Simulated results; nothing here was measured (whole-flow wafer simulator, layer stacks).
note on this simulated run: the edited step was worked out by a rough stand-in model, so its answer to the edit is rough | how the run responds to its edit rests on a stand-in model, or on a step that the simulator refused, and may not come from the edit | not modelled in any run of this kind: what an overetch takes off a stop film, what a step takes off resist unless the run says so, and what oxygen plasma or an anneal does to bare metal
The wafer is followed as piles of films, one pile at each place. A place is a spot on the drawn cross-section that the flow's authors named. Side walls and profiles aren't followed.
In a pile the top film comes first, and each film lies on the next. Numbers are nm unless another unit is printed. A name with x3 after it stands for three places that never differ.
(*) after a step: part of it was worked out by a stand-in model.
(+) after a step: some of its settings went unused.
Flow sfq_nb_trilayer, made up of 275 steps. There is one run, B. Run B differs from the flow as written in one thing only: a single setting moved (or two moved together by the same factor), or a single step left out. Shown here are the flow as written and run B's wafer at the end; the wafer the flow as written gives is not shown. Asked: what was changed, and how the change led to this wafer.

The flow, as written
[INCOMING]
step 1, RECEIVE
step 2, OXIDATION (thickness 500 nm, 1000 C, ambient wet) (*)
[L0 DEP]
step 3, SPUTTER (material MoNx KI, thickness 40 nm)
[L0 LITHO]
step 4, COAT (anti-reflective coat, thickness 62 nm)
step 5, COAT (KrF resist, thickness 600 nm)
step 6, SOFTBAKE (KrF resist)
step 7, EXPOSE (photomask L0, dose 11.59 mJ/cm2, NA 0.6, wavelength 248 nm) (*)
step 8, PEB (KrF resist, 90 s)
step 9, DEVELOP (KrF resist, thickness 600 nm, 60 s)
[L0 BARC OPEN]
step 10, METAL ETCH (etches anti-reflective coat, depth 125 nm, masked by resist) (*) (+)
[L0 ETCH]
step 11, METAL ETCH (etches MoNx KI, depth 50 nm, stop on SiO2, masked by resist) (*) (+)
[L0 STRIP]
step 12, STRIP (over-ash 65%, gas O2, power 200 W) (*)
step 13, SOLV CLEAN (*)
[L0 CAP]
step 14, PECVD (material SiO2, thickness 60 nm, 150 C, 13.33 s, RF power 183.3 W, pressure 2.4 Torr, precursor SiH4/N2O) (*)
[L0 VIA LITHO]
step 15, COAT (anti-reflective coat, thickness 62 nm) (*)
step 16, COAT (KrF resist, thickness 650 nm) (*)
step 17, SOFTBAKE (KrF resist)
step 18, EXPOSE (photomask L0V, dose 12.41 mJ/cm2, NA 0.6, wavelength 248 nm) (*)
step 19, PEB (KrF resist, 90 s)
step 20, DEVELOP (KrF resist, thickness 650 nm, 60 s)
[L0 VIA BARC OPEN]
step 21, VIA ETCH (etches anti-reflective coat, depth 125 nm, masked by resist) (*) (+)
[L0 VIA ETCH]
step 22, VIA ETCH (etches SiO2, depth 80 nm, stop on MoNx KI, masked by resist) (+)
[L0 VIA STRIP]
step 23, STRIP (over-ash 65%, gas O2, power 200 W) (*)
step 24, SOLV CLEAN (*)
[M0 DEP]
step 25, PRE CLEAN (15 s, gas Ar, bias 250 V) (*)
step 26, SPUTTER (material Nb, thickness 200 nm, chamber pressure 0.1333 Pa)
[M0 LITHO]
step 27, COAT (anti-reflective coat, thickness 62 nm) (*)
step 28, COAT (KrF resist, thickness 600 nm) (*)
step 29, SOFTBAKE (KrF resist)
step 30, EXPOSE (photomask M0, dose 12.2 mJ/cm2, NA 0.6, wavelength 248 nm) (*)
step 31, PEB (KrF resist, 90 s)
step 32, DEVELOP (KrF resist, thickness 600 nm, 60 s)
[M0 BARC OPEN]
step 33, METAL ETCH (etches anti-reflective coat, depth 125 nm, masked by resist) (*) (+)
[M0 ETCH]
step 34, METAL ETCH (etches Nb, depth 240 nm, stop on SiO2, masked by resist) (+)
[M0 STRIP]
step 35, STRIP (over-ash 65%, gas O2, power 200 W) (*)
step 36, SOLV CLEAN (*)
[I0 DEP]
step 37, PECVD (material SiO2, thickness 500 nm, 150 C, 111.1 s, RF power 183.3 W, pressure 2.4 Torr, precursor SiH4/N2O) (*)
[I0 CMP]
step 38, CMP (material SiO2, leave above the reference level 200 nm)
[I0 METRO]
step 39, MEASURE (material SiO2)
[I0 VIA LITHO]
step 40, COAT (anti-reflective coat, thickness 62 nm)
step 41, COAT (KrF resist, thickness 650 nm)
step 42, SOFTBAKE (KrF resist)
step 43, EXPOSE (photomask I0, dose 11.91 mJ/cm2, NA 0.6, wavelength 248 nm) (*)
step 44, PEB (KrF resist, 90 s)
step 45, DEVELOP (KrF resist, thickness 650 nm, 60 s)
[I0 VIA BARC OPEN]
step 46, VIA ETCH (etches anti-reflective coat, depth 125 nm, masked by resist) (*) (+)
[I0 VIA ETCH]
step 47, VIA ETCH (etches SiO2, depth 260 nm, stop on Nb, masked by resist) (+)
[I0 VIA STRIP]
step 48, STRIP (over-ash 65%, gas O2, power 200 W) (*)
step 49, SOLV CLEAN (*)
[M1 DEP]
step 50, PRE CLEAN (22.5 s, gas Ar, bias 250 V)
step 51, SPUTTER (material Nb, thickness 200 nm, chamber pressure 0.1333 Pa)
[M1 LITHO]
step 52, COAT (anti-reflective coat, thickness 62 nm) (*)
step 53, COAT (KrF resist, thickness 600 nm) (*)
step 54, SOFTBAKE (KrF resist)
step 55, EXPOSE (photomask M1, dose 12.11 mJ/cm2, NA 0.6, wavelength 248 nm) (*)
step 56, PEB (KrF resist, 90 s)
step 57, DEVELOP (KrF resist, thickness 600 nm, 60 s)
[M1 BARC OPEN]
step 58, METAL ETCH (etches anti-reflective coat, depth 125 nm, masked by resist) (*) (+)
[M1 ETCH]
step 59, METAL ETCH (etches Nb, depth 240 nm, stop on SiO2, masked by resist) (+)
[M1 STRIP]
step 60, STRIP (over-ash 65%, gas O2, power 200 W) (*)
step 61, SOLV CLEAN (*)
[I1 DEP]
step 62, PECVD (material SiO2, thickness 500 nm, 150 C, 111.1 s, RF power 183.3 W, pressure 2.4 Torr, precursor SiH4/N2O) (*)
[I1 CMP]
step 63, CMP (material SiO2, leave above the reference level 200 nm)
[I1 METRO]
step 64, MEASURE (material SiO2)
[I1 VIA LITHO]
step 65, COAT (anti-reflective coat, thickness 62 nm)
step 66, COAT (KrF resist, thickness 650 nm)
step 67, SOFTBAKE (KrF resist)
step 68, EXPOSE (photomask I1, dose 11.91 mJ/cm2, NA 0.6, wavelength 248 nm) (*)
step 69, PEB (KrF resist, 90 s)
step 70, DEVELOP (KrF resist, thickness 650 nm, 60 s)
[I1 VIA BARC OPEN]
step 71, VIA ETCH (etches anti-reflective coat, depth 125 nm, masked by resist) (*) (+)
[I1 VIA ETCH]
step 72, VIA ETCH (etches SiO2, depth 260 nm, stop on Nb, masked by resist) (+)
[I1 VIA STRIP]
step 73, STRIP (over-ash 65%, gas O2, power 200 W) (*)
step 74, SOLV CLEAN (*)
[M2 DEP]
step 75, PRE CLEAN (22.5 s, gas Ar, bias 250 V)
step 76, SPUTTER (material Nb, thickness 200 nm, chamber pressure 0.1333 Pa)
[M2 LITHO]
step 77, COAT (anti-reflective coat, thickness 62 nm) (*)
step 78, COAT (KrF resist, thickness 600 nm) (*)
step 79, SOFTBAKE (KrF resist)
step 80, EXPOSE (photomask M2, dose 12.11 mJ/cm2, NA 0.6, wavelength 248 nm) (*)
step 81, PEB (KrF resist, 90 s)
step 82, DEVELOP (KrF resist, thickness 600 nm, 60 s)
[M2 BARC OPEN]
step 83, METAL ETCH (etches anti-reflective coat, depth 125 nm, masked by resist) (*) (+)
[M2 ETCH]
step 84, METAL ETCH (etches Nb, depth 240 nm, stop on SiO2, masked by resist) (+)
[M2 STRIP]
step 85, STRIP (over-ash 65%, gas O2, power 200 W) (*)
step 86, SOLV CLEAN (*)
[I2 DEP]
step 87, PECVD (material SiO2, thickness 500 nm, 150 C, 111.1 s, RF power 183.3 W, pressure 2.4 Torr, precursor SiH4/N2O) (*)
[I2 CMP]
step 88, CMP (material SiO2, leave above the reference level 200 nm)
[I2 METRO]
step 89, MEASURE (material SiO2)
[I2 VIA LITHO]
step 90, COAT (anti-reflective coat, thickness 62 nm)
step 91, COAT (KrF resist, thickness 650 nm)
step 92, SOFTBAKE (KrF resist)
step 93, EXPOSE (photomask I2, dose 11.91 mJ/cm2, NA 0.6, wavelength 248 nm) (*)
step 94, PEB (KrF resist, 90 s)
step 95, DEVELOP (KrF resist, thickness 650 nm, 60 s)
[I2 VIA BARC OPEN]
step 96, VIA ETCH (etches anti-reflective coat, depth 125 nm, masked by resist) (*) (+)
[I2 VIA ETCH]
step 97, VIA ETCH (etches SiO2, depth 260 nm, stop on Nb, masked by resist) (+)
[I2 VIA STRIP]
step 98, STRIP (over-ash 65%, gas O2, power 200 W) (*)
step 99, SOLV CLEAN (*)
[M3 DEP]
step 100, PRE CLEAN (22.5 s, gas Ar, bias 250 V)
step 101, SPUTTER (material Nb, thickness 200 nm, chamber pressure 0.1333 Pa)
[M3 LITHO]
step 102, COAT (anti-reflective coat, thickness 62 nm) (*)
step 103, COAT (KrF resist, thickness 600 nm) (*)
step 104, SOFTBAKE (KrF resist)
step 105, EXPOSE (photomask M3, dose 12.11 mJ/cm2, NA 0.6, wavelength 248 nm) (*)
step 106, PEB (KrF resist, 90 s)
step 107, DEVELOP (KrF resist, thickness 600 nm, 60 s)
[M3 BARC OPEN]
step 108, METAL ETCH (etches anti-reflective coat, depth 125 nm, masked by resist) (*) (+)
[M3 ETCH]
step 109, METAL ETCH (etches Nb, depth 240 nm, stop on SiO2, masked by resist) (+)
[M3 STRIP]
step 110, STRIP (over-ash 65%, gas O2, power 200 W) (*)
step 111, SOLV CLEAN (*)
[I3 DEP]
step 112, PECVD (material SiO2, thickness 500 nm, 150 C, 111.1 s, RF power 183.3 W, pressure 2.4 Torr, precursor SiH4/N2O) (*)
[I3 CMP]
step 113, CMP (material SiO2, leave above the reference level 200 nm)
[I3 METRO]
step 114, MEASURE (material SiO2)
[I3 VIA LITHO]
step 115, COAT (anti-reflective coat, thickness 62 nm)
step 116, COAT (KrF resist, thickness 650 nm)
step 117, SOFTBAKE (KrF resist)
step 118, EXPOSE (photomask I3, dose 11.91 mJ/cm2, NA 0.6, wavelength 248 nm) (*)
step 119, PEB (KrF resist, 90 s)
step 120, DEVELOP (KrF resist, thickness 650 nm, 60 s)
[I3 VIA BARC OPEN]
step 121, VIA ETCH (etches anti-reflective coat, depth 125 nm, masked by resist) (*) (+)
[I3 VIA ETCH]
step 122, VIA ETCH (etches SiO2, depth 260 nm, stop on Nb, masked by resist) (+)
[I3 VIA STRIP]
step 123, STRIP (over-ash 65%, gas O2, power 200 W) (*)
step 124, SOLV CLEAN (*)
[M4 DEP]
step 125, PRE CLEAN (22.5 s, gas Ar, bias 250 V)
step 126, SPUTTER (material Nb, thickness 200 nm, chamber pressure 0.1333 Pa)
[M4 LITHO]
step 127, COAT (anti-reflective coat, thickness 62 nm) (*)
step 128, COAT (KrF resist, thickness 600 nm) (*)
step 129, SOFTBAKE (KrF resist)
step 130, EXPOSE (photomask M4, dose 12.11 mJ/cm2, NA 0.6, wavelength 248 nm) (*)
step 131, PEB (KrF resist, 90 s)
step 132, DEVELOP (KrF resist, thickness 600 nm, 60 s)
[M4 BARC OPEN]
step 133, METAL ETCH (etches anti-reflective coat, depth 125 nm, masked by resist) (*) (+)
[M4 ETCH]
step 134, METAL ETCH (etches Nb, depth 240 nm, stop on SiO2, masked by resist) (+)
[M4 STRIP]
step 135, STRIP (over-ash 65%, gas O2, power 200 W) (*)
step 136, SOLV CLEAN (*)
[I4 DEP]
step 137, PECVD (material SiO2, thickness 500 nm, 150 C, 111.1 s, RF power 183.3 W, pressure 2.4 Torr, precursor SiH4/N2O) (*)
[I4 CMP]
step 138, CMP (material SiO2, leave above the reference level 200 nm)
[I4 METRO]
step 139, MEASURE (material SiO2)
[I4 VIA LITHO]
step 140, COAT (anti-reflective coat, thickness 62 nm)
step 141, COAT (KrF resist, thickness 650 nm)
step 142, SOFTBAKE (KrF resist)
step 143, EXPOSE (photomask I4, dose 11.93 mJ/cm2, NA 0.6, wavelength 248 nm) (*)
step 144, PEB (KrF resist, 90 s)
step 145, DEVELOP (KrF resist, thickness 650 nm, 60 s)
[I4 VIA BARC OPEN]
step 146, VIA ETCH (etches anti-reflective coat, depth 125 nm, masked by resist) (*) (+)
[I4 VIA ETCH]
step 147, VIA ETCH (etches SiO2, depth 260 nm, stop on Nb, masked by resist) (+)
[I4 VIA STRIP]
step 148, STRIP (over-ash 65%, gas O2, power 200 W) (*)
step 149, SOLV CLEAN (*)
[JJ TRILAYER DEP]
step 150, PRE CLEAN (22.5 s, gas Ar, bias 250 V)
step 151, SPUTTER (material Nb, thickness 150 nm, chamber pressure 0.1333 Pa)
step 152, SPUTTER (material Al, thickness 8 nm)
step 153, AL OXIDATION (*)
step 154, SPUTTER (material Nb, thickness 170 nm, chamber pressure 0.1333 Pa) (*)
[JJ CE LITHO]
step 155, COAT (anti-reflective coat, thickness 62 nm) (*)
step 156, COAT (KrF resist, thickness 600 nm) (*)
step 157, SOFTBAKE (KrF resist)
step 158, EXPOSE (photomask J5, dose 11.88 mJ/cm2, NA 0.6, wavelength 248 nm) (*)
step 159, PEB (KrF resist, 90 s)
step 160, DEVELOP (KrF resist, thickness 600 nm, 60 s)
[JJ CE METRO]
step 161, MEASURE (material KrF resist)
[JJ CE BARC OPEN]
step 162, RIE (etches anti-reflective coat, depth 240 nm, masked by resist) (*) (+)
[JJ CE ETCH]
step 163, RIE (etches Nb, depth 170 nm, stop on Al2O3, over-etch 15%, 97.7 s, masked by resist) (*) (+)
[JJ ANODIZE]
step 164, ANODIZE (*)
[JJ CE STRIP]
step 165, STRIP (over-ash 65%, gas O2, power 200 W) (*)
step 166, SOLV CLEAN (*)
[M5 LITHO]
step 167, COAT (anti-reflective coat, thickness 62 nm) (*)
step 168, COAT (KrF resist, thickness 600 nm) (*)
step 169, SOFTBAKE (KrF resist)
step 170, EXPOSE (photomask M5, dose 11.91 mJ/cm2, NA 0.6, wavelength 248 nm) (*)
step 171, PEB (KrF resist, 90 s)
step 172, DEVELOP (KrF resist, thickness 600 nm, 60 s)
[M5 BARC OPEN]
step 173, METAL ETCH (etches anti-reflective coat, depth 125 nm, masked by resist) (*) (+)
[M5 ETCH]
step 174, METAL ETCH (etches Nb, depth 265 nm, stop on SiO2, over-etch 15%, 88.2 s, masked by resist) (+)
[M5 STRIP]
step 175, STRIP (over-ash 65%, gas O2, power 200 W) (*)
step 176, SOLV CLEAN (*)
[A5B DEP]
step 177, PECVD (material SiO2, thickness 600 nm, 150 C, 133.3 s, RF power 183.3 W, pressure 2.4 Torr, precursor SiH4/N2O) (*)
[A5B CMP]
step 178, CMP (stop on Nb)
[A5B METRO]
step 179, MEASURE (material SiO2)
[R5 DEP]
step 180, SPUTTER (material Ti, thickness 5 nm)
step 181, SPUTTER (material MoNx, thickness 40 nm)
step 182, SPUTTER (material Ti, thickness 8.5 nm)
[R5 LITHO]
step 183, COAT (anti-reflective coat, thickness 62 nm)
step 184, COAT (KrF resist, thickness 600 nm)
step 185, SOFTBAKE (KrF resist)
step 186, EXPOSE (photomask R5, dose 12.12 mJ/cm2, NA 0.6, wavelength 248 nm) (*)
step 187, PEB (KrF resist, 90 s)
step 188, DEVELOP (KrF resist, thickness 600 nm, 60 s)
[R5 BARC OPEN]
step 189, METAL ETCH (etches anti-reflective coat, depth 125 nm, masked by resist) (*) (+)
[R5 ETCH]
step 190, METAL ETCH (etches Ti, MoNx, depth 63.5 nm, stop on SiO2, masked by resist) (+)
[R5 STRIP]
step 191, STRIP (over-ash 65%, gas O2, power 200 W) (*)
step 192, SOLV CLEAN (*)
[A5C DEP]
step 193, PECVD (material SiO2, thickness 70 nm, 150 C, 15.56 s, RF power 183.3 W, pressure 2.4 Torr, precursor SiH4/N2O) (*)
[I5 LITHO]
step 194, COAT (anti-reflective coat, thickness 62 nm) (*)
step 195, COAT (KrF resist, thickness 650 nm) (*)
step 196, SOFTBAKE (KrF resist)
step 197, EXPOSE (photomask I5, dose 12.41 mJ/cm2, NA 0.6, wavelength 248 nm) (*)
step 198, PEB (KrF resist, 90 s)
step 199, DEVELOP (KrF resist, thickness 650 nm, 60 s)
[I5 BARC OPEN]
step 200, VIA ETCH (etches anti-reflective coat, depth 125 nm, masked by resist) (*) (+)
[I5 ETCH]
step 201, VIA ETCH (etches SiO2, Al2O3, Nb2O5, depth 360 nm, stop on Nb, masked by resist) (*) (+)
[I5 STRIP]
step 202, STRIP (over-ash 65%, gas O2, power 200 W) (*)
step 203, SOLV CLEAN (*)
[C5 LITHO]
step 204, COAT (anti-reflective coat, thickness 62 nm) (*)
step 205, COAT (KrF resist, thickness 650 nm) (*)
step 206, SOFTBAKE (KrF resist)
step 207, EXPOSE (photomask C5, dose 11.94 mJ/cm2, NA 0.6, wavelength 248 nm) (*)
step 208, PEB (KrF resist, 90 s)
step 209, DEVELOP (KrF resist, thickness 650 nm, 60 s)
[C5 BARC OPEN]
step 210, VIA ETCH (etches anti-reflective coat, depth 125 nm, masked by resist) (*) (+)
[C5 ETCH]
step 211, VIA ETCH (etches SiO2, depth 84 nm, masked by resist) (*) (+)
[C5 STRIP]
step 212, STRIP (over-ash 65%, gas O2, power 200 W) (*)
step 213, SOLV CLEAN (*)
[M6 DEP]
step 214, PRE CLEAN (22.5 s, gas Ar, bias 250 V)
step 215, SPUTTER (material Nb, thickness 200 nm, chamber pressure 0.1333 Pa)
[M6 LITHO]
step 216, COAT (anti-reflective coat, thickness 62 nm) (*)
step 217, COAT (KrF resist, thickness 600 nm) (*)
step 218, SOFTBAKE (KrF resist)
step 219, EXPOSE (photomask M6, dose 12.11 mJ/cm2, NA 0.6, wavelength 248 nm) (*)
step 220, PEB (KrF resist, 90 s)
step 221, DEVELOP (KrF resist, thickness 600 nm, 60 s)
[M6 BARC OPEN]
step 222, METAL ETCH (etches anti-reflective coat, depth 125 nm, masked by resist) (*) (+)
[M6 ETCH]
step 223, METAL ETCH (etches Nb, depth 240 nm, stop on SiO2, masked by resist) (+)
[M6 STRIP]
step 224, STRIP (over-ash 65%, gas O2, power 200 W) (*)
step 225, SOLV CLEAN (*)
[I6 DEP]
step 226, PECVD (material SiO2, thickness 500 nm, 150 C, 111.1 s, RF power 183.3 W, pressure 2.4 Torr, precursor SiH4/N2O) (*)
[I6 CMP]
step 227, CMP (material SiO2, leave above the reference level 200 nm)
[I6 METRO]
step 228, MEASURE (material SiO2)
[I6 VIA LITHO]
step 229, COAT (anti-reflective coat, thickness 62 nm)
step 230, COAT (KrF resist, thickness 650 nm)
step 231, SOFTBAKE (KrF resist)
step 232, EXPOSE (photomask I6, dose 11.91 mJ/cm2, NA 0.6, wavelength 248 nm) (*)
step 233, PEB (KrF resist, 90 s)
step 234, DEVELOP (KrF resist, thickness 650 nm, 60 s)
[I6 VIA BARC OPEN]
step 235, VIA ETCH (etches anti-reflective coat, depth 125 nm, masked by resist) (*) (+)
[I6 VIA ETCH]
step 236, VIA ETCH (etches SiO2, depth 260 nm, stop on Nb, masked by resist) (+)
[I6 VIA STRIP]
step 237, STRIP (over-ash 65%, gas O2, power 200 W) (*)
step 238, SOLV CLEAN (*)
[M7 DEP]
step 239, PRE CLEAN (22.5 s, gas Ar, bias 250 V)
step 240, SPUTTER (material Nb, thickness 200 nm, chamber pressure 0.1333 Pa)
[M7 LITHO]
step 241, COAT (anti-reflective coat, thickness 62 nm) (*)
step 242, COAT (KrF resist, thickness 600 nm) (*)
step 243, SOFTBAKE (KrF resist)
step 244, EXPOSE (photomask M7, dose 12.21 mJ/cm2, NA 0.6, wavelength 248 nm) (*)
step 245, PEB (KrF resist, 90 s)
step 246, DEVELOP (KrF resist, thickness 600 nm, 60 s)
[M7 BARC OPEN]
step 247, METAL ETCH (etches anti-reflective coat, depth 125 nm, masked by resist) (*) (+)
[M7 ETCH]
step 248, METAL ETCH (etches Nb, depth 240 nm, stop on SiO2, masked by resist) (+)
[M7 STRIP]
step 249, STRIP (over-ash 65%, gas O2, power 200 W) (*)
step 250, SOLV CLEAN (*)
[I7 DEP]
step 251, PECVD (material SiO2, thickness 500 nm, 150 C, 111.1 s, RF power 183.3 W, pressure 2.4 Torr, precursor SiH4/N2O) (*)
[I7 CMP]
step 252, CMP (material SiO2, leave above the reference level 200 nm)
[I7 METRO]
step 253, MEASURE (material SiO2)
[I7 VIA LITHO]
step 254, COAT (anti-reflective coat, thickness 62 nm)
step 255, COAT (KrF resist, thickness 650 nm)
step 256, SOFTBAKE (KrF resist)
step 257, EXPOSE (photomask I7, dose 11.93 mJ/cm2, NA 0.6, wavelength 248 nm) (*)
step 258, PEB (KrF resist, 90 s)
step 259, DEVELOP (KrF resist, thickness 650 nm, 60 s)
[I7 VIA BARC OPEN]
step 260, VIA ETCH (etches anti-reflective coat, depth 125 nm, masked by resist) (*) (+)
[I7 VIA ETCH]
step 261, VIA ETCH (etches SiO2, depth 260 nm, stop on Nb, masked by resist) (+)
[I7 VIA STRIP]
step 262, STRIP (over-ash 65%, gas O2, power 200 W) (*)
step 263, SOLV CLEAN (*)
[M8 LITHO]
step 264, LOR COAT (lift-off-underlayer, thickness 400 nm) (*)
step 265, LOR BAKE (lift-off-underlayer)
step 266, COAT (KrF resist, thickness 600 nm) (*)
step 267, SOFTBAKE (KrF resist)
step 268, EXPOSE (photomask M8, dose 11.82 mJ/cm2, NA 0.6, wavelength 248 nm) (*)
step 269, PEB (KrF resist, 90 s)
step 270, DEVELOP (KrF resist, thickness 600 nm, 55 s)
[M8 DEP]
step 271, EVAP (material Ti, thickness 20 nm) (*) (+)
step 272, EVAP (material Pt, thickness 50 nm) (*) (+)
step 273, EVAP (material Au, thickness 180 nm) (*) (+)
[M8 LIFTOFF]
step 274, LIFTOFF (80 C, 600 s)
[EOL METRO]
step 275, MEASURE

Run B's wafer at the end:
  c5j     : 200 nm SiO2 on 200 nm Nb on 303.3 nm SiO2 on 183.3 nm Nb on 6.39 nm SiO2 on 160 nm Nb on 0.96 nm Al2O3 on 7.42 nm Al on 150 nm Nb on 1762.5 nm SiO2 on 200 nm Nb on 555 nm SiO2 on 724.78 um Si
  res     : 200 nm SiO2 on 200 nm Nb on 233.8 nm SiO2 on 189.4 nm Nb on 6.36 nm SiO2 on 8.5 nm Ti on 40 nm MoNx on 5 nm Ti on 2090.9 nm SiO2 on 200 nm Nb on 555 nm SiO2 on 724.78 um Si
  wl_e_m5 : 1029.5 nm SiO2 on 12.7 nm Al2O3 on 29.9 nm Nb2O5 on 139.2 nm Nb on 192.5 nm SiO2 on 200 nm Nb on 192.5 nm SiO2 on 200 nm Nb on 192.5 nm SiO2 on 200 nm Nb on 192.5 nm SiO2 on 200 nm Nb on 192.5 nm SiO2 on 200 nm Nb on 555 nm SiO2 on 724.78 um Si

The reason: step 193, PECVD: thickness 98 nm was run, whereas the flow has thickness 70 nm; step 193, PECVD: 21.78 s was run, where the flow has 15.56 s.

The path from the change to this, step by step:
  step 193, PECVD (material SiO2, thickness 70 nm, 150 C, 15.56 s, RF power 183.3 W, pressure 2.4 Torr, precursor SiH4/N2O) (*)
      field_l, v_sur, via_wl and 92 more: SiO2 gains 98 (in the flow as written it would be: SiO2 gains 70)
      ce_l, c5j, ce_r and 8 more: SiO2 gains 98 (new film) (in the flow as written it would be: SiO2 gains 70 (new film))
  step 201, VIA ETCH (etches SiO2, Al2O3, Nb2O5, depth 360 nm, stop on Nb, masked by resist) (*) (+)
      be: SiO2 loses 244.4 (all of it), Al2O3 loses 12.7 (all of it), Nb2O5 loses 29.9 (all of it) (in the flow as written it would be: SiO2 loses 216.4 (all of it), Al2O3 loses 12.7 (all of it), Nb2O5 loses 29.9 (all of it))
  step 204, COAT (anti-reflective coat, thickness 62 nm) (*)
      be: anti-reflective coat gains 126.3 (new film) (in the flow as written it would be: anti-reflective coat gains 122.2 (new film))
      be_sur: anti-reflective coat gains 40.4 (new film) (in the flow as written it would be: anti-reflective coat gains 41.8 (new film))
  step 205, COAT (KrF resist, thickness 650 nm) (*)
      be: KrF resist gains 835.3 (new film) (in the flow as written it would be: KrF resist gains 815.3 (new film))
  step 211, VIA ETCH (etches SiO2, depth 84 nm, masked by resist) (*) (+)
      c5j: SiO2 loses 84 (in the flow as written it would be: SiO2 loses 69.9 (all of it), Nb loses 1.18)
      res: SiO2 loses 84 (in the flow as written it would be: SiO2 loses 69.9 (all of it))
  step 212, STRIP (over-ash 65%, gas O2, power 200 W) (*)
      be: KrF resist loses 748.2 (all of it), anti-reflective coat loses 126.3 (all of it) (in the flow as written it would be: KrF resist loses 728.2 (all of it), anti-reflective coat loses 122.2 (all of it))
      be_sur: KrF resist loses 558.4 (all of it), anti-reflective coat loses 40.4 (all of it) (in the flow as written it would be: KrF resist loses 559.6 (all of it), anti-reflective coat loses 41.8 (all of it))
  step 214, PRE CLEAN (22.5 s, gas Ar, bias 250 V)
      c5j: SiO2 loses 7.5 (in the flow as written it would be: Nb loses 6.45)
      res: SiO2 loses 7.5 (in the flow as written it would be: Ti loses 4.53)
  step 215, SPUTTER (material Nb, thickness 200 nm, chamber pressure 0.1333 Pa)
      c5j: Nb gains 183.3 (new film) (in the flow as written it would be: Nb gains 188.4)
      be: Nb gains 141.1 (in the flow as written it would be: Nb gains 147.3)
  step 216, COAT (anti-reflective coat, thickness 62 nm) (*)
      wire: anti-reflective coat gains 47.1 (new film) (in the flow as written it would be: anti-reflective coat gains 48.3 (new film))
      be: anti-reflective coat gains 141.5 (new film) (in the flow as written it would be: anti-reflective coat gains 136.7 (new film))
      (also at 6 further places)
  step 217, COAT (KrF resist, thickness 600 nm) (*)
      be: KrF resist gains 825 (new film) (in the flow as written it would be: KrF resist gains 793.9 (new film))
  step 224, STRIP (over-ash 65%, gas O2, power 200 W) (*)
      wire: KrF resist loses 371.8 (all of it), anti-reflective coat loses 47.1 (all of it) (in the flow as written it would be: KrF resist loses 369.8 (all of it), anti-reflective coat loses 48.3 (all of it))
      be: KrF resist loses 606.8 (all of it), anti-reflective coat loses 141.5 (all of it) (in the flow as written it would be: KrF resist loses 575.8 (all of it), anti-reflective coat loses 136.7 (all of it))
      (also at 6 further places)
  step 226, PECVD (material SiO2, thickness 500 nm, 150 C, 111.1 s, RF power 183.3 W, pressure 2.4 Torr, precursor SiH4/N2O) (*)
      be: SiO2 gains 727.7 (new film) (in the flow as written it would be: SiO2 gains 693.5 (new film))
      c5j: SiO2 gains 533.8 (new film) (in the flow as written it would be: SiO2 gains 514.7 (new film))
  step 227, CMP (material SiO2, leave above the reference level 200 nm)
      res: SiO2 loses 258.7 (in the flow as written it would be: SiO2 loses 279.4)
If metal films that touch count as one body, c5j has 5 bodies (between them, from the top down: SiO2 303.3; SiO2 6.39; Al2O3 0.96; SiO2 1762.5); the flow as written gives 4 bodies (between them, from the top down: SiO2 284.2; Al2O3 0.96; SiO2 1762.5).
If metal films that touch count as one body, res has 4 bodies (between them, from the top down: SiO2 233.8; SiO2 6.36; SiO2 2090.9); the flow as written gives 3 bodies (between them, from the top down: SiO2 213.1; SiO2 2090.9).
